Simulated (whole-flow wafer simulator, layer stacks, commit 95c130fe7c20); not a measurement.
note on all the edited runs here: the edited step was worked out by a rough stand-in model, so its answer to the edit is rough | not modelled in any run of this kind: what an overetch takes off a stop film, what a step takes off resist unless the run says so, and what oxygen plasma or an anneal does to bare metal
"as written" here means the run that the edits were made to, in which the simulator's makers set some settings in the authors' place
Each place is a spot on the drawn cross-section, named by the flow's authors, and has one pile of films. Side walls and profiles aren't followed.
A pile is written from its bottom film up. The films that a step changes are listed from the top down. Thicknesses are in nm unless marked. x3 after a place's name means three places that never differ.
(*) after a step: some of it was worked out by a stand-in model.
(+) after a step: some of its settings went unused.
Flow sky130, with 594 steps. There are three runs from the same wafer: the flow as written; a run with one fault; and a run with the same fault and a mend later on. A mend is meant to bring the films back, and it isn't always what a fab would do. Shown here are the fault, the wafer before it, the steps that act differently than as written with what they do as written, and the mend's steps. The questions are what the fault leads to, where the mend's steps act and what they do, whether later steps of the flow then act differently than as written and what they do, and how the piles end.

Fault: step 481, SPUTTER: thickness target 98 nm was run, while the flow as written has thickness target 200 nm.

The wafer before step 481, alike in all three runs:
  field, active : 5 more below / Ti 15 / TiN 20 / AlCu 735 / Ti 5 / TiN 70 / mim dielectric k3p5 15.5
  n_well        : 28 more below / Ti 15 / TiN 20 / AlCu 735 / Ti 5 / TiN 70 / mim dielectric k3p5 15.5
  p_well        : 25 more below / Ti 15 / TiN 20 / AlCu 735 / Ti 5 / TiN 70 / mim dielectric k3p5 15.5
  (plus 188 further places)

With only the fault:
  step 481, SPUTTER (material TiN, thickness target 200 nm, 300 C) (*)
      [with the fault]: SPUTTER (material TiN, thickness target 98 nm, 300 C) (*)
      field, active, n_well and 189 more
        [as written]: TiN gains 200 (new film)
        [with the fault]: TiN gains 98 (new film)
  Steps further on in the flow that do not act as written (not shown: 4 more steps that differ only slightly, by at most 2% or 0.5 nm, whichever is larger):
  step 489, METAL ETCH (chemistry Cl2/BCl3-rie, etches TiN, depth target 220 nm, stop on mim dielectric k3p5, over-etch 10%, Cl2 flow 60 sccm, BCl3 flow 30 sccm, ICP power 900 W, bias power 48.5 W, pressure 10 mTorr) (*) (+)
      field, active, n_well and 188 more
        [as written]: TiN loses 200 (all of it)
        [with the fault]: TiN loses 98 (all of it)
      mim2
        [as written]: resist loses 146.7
        [with the fault]: resist loses 71.9
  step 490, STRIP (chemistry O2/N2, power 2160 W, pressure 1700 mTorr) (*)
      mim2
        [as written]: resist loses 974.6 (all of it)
        [with the fault]: resist loses 1049.4 (all of it)
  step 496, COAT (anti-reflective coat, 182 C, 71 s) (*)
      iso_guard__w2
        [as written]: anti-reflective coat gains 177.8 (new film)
        [with the fault]: anti-reflective coat gains 114.4 (new film)
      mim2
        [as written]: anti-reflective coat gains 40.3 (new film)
        [with the fault]: anti-reflective coat gains 32.4 (new film)
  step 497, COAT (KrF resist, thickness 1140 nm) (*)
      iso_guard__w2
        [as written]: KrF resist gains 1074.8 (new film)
        [with the fault]: KrF resist gains 1117.6 (new film)
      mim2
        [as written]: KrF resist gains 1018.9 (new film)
        [with the fault]: KrF resist gains 1103.8 (new film)
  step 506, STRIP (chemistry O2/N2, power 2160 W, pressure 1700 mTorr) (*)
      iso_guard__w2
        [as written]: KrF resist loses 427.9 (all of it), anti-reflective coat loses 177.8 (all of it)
        [with the fault]: KrF resist loses 470.6 (all of it), anti-reflective coat loses 114.4 (all of it)
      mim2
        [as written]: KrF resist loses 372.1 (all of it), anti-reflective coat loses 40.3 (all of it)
        [with the fault]: KrF resist loses 456.8 (all of it), anti-reflective coat loses 32.4 (all of it)
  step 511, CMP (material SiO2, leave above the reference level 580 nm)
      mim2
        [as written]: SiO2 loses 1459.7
        [with the fault]: SiO2 loses 1357.7
  By the end, the piles at mim2 depart from the flow's by more than 2% or 0.5 nm, whichever is larger.
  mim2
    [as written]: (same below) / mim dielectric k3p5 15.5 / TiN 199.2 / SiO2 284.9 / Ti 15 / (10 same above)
    [with the fault]: (same below) / mim dielectric k3p5 15.5 / TiN 97.2 / SiO2 386.9 / Ti 15 / (10 same above)

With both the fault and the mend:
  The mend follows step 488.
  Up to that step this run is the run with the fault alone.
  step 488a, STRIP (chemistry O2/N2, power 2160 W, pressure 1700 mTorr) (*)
      mim2
        resist loses 1121.3 (all of it)
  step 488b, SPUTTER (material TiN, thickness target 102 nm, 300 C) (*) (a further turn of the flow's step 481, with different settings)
      field, active, n_well and 189 more
        TiN gains 102
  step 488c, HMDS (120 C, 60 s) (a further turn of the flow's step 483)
      does not change any film at any place that is followed
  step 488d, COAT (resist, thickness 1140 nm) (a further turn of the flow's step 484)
      field, active, n_well and 187 more
        resist gains 1140 (new film)
      m1, via3_hole
        resist gains 1140.6 (new film)
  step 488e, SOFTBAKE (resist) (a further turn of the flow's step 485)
      does not change any film at any place that is followed
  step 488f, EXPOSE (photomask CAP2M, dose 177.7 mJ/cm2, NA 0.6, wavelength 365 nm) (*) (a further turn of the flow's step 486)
      does not change any film at any place that is followed
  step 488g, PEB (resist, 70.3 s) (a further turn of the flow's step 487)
      field, active, n_well and 189 more
        resist loses 18.7
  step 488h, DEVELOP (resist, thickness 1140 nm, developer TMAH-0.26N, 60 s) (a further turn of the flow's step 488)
      field, active, n_well and 186 more
        resist loses 1121.3 (all of it)
      m1, via3_hole
        resist loses 1121.9 (all of it)
  Later steps of the flow that are run all act as written at every place that is followed.
  By the end, the piles equal the flow's at every place that both follow.
